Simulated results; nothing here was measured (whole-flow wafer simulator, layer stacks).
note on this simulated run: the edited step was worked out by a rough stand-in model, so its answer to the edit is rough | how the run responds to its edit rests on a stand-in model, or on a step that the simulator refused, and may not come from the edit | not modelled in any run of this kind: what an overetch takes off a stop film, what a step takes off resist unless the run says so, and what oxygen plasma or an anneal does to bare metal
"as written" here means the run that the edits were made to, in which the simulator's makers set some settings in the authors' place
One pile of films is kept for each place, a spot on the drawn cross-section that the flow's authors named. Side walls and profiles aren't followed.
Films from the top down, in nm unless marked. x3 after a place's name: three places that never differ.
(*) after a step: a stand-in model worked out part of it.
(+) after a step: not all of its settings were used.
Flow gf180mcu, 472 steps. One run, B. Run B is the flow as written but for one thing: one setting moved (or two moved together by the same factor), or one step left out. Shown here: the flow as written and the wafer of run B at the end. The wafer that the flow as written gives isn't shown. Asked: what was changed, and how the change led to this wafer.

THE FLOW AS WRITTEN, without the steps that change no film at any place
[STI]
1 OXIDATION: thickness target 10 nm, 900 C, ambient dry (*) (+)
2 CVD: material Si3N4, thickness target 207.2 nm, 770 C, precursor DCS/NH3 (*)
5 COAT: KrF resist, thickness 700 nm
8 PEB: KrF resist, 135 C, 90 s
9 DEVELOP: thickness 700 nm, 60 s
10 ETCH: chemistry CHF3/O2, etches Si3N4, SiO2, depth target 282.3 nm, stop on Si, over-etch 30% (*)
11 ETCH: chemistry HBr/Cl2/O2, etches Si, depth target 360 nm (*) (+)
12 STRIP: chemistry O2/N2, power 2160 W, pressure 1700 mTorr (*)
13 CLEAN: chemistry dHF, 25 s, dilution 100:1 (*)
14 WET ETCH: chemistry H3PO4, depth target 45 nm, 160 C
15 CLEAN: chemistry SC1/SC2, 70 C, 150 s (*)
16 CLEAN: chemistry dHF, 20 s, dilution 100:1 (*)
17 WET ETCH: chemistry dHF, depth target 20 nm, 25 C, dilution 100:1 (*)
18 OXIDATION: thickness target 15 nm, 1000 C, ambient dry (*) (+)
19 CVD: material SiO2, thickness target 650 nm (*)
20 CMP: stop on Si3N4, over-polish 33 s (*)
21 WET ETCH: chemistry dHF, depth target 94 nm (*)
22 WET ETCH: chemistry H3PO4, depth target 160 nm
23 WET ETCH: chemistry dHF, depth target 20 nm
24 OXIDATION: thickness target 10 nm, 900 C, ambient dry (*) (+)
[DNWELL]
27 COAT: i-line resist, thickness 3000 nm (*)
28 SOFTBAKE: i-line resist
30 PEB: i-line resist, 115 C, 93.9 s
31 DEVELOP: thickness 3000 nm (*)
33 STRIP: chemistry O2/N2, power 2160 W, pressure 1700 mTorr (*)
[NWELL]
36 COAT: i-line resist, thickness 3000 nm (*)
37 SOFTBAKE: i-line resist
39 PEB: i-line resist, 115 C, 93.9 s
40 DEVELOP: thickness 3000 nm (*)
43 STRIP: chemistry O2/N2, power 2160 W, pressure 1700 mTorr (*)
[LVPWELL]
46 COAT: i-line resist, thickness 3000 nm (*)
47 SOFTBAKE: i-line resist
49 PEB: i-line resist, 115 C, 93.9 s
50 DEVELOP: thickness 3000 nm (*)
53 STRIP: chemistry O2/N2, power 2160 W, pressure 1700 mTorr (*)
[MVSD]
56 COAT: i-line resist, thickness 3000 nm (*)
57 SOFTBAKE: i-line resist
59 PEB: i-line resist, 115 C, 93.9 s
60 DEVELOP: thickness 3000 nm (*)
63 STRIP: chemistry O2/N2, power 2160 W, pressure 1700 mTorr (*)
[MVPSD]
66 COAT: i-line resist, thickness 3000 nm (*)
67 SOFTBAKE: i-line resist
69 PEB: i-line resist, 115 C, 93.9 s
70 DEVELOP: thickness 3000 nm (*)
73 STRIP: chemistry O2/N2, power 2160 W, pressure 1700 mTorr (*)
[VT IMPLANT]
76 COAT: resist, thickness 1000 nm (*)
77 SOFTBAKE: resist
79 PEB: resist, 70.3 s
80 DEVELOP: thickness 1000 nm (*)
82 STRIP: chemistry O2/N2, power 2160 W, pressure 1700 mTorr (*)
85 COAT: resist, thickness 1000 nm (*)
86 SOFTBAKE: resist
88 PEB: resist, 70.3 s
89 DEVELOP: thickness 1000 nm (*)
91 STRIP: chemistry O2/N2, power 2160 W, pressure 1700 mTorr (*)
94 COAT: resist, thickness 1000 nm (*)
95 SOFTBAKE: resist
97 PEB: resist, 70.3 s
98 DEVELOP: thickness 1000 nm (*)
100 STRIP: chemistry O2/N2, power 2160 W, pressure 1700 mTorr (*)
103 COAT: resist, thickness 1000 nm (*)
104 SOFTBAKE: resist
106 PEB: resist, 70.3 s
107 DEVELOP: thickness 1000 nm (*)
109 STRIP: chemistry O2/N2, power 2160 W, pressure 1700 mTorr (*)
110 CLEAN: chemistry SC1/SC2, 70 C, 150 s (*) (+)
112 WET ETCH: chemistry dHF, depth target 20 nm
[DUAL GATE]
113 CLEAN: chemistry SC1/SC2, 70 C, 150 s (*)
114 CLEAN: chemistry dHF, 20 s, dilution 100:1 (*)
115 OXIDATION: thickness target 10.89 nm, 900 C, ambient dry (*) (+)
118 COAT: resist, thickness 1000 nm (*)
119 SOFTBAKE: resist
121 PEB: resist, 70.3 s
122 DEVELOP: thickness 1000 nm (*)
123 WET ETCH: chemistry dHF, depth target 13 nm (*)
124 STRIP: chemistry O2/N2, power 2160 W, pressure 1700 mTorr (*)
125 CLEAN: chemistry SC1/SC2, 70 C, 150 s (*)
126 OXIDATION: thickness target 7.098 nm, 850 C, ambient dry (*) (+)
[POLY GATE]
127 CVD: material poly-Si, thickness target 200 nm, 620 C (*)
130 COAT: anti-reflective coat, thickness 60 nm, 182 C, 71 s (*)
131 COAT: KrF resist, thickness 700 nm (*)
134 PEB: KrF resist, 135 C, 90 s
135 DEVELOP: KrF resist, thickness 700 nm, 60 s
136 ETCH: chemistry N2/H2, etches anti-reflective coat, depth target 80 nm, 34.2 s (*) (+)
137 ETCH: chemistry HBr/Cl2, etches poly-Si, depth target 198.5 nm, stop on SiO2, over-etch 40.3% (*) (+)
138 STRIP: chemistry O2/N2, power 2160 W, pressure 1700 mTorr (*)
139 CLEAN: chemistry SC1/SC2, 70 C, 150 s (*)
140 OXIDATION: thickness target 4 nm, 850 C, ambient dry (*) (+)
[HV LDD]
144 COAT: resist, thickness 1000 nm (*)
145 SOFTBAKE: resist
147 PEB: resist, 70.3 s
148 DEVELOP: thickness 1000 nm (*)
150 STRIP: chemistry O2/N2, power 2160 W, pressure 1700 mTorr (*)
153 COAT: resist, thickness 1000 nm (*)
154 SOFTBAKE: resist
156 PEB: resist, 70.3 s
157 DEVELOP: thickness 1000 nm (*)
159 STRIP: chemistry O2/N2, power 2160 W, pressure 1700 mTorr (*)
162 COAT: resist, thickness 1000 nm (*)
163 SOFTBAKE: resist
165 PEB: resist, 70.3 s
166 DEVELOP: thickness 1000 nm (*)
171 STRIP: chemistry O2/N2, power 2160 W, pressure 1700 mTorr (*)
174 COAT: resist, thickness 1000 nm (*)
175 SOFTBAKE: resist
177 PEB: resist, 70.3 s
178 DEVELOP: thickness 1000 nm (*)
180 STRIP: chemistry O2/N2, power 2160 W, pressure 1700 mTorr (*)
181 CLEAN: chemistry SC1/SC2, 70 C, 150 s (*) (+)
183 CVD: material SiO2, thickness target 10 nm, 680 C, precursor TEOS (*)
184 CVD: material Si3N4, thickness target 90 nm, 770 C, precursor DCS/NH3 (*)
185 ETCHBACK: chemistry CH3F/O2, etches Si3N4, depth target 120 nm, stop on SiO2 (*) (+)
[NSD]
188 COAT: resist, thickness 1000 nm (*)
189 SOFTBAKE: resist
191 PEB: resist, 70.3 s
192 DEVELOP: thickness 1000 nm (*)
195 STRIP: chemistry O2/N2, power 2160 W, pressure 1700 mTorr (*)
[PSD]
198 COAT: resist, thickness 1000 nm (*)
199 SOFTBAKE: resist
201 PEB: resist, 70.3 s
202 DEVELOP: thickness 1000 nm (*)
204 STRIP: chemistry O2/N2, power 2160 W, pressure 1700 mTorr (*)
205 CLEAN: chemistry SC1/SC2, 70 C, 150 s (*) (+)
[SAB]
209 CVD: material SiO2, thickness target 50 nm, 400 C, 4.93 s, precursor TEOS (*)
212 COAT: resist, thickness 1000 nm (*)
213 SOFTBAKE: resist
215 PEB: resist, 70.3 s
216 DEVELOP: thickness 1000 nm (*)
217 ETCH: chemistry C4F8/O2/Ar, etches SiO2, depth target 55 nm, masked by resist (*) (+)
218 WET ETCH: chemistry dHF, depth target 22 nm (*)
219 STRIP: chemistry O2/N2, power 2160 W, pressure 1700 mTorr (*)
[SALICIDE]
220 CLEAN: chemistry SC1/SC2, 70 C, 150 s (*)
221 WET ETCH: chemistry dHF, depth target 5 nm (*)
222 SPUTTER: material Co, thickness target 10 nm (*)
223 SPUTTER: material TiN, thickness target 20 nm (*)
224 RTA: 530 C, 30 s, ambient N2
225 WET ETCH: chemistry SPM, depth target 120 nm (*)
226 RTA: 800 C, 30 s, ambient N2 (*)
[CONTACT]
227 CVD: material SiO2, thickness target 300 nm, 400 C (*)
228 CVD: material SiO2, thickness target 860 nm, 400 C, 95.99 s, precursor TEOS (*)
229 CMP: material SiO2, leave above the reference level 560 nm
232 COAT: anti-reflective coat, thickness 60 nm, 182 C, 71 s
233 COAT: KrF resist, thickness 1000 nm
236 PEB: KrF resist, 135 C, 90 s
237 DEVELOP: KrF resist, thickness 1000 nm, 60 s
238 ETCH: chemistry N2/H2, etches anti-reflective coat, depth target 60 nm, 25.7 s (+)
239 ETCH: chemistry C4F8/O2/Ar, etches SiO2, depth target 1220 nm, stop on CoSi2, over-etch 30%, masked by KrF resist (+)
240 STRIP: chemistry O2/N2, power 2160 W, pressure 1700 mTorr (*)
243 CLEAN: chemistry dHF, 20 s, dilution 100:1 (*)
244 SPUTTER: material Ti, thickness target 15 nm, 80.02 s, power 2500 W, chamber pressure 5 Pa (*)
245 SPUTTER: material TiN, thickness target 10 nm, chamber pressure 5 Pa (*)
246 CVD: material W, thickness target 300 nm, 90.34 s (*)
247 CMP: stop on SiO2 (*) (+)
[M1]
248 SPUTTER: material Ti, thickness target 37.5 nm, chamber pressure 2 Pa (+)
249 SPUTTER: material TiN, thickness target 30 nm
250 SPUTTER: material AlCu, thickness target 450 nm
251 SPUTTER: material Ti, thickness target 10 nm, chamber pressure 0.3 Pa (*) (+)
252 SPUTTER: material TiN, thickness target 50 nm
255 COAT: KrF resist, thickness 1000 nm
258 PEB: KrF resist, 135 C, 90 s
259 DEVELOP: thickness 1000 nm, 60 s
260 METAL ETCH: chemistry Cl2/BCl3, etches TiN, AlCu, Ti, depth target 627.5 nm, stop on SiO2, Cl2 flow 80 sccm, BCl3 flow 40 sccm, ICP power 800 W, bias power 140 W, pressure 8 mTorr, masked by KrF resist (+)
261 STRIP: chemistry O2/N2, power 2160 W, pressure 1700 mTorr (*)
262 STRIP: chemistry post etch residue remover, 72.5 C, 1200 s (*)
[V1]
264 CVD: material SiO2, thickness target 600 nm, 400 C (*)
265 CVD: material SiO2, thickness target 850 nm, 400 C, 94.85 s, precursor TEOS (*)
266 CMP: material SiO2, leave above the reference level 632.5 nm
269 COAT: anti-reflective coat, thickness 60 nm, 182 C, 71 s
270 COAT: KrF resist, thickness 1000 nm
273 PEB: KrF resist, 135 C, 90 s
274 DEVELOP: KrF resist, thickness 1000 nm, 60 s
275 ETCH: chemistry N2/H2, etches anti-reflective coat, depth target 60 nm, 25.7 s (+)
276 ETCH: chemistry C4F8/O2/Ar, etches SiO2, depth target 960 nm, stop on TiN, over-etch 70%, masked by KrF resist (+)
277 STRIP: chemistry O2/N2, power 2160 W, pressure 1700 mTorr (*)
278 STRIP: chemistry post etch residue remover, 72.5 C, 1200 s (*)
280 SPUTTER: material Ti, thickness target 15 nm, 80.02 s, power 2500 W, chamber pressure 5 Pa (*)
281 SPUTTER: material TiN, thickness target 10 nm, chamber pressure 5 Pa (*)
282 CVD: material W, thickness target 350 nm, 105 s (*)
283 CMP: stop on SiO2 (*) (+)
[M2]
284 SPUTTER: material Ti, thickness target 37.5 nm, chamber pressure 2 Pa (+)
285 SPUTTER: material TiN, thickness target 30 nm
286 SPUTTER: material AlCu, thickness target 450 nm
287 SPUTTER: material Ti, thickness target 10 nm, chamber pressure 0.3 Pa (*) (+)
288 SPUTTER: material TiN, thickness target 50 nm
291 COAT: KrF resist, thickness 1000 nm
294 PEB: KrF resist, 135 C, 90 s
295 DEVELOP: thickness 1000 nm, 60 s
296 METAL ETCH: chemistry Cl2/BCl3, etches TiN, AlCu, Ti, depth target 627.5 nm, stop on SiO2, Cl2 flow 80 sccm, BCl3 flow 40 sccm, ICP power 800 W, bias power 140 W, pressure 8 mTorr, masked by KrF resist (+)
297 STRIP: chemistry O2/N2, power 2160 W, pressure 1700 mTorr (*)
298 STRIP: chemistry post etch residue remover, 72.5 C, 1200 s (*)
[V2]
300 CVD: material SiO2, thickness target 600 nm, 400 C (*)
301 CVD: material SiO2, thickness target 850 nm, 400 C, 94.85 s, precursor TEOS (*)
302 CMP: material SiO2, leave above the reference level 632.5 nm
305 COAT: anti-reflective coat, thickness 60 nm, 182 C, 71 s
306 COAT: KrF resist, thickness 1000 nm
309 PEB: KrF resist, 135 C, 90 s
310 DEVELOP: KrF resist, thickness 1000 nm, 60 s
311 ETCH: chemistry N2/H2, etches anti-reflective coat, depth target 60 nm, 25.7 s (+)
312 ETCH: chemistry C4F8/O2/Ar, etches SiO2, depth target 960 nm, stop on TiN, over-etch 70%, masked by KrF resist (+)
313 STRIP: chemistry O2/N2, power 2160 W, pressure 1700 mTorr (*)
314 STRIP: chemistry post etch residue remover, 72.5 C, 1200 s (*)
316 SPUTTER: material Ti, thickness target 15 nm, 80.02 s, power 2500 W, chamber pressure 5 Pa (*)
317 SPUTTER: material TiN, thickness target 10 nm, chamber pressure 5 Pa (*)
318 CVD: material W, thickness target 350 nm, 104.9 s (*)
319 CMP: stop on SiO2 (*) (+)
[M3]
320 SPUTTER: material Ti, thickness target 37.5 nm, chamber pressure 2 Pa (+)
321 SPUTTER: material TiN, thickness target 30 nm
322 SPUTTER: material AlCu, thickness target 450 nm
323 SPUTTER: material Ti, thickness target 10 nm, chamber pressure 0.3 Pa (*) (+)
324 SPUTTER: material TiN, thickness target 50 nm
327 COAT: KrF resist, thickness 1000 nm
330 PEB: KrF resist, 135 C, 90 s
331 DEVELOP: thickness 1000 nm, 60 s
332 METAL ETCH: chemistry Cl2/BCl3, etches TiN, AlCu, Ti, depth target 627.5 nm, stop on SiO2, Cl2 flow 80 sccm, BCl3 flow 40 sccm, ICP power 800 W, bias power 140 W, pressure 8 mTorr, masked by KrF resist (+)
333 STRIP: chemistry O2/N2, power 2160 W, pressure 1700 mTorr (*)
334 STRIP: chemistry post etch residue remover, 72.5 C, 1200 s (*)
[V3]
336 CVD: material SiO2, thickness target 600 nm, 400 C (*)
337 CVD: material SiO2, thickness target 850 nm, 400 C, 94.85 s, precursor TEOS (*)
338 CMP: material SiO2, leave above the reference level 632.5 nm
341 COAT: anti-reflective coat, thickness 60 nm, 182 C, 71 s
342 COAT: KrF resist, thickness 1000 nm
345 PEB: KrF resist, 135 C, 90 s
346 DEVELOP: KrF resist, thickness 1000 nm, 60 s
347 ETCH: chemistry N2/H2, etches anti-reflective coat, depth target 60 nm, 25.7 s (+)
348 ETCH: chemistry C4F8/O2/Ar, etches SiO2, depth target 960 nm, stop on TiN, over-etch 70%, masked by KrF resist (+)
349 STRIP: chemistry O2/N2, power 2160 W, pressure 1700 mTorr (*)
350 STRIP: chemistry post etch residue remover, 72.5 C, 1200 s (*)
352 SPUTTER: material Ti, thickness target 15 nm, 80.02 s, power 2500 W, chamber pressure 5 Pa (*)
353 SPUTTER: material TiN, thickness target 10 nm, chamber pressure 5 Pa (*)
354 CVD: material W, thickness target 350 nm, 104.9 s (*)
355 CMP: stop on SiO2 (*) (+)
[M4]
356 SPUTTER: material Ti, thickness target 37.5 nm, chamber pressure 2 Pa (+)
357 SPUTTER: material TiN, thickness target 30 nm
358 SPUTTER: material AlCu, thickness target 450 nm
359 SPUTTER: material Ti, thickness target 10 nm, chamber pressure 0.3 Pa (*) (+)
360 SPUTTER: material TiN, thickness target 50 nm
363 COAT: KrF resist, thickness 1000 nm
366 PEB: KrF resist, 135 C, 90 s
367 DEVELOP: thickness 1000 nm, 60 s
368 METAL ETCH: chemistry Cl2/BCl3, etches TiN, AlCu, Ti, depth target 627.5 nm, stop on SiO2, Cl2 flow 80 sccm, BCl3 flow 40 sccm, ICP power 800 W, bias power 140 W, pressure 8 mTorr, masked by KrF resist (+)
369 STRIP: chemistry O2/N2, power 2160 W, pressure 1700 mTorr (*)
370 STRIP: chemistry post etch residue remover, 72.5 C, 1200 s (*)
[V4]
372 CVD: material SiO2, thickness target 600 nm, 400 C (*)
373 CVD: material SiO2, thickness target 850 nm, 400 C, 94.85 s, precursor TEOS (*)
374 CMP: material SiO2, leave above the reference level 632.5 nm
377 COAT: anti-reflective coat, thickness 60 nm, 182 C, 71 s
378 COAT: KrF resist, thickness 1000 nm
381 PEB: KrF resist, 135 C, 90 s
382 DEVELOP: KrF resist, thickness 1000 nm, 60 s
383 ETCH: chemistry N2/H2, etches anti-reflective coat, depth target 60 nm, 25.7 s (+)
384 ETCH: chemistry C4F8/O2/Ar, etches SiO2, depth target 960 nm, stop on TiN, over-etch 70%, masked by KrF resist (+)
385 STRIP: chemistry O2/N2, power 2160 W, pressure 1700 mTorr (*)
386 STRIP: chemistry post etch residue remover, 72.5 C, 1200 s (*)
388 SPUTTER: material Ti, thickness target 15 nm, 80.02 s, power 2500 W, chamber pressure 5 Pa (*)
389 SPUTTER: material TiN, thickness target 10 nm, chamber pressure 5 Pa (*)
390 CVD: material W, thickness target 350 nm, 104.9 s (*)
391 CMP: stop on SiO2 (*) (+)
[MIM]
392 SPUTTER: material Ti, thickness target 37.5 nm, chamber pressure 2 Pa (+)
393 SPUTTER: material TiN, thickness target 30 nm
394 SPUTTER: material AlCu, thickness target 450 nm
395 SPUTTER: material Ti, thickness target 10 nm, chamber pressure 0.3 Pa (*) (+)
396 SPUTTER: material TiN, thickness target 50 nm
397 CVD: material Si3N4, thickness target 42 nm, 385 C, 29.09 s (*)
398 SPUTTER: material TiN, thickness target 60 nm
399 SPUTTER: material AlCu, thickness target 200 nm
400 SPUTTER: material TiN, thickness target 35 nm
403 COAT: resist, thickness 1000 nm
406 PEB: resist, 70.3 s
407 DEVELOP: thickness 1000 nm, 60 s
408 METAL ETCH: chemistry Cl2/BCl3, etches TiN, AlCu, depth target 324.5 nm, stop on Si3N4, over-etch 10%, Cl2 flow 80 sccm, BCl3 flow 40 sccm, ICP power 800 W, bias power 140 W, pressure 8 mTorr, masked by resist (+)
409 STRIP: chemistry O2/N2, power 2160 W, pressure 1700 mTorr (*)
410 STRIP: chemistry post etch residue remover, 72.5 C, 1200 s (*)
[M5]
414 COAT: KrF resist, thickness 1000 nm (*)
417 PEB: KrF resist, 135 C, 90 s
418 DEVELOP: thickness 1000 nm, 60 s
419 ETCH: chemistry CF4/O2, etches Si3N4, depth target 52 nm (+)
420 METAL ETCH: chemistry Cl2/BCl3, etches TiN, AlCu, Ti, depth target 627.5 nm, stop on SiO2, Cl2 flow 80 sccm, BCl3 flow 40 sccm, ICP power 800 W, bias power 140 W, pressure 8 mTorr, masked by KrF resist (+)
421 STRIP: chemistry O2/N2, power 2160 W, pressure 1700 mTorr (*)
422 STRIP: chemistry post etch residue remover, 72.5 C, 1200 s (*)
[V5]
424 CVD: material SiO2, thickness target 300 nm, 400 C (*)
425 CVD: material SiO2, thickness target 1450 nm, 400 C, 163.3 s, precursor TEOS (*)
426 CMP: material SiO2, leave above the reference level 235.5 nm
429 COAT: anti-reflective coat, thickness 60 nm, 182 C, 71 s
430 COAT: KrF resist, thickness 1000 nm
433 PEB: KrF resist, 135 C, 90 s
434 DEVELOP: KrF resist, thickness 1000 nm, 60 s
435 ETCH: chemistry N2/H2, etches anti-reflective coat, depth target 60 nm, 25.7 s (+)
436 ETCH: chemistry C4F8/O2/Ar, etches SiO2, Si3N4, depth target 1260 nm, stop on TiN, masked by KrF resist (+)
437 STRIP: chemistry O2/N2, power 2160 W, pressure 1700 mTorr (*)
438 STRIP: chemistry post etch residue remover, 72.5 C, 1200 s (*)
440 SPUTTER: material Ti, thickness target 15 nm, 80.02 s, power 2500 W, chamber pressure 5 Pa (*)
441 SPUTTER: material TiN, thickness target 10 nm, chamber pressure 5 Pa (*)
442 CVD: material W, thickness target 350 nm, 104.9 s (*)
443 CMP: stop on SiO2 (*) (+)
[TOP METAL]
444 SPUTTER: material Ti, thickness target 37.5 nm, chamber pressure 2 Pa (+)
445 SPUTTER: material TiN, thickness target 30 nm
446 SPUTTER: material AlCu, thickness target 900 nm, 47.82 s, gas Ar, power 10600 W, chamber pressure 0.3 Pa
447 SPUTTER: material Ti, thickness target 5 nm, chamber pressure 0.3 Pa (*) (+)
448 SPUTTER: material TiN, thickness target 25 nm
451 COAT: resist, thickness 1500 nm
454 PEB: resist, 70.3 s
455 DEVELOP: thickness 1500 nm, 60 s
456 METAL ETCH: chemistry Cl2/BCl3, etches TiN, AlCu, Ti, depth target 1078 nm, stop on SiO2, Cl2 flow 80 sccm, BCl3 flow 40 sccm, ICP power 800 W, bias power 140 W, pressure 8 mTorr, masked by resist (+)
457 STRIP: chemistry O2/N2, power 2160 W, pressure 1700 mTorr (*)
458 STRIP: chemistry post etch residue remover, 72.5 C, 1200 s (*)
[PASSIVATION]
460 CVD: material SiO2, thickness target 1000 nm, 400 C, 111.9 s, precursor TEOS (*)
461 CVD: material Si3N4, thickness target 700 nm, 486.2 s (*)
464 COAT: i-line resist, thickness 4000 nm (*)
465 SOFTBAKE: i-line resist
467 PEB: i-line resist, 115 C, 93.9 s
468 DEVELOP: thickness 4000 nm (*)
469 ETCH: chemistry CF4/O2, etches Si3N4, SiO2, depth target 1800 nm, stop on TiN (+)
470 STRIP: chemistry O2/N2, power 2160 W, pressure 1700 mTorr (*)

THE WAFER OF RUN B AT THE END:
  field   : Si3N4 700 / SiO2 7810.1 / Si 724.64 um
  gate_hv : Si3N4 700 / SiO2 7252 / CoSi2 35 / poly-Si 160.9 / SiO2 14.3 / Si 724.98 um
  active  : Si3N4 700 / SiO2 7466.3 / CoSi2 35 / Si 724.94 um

The cause: step 460, CVD: thickness target 575 nm was run, where the flow has thickness target 1000 nm; step 460, CVD: 64.37 s was run, where the flow has 111.9 s.

How the change led to this, step by step:
  460 CVD: material SiO2, thickness target 1000 nm, 400 C, 111.9 s, precursor TEOS (*)
      field, field__w1, field__w2 and 103 more: SiO2 +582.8 (as written it would be: SiO2 +1000)
      field__w8, contact, m1, m1__w1, pad, m1_nw: SiO2 +582.8 (new film) (as written it would be: SiO2 +1000 (new film))
  465 SOFTBAKE: i-line resist
      gate: i-line resist -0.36 (as written it would be: i-line resist +1.79)
      ld_acc_p, ld_fp_p, ld_drift_p: i-line resist +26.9 (as written it would be: i-line resist +33.8)
      (and at 57 more places)
  469 ETCH: chemistry CF4/O2, etches Si3N4, SiO2, depth target 1800 nm, stop on TiN (+)
      pad: Si3N4 -700 (all of it), SiO2 -582.8 (all of it) (as written it would be: Si3N4 -700 (all of it), SiO2 -1000 (all of it))
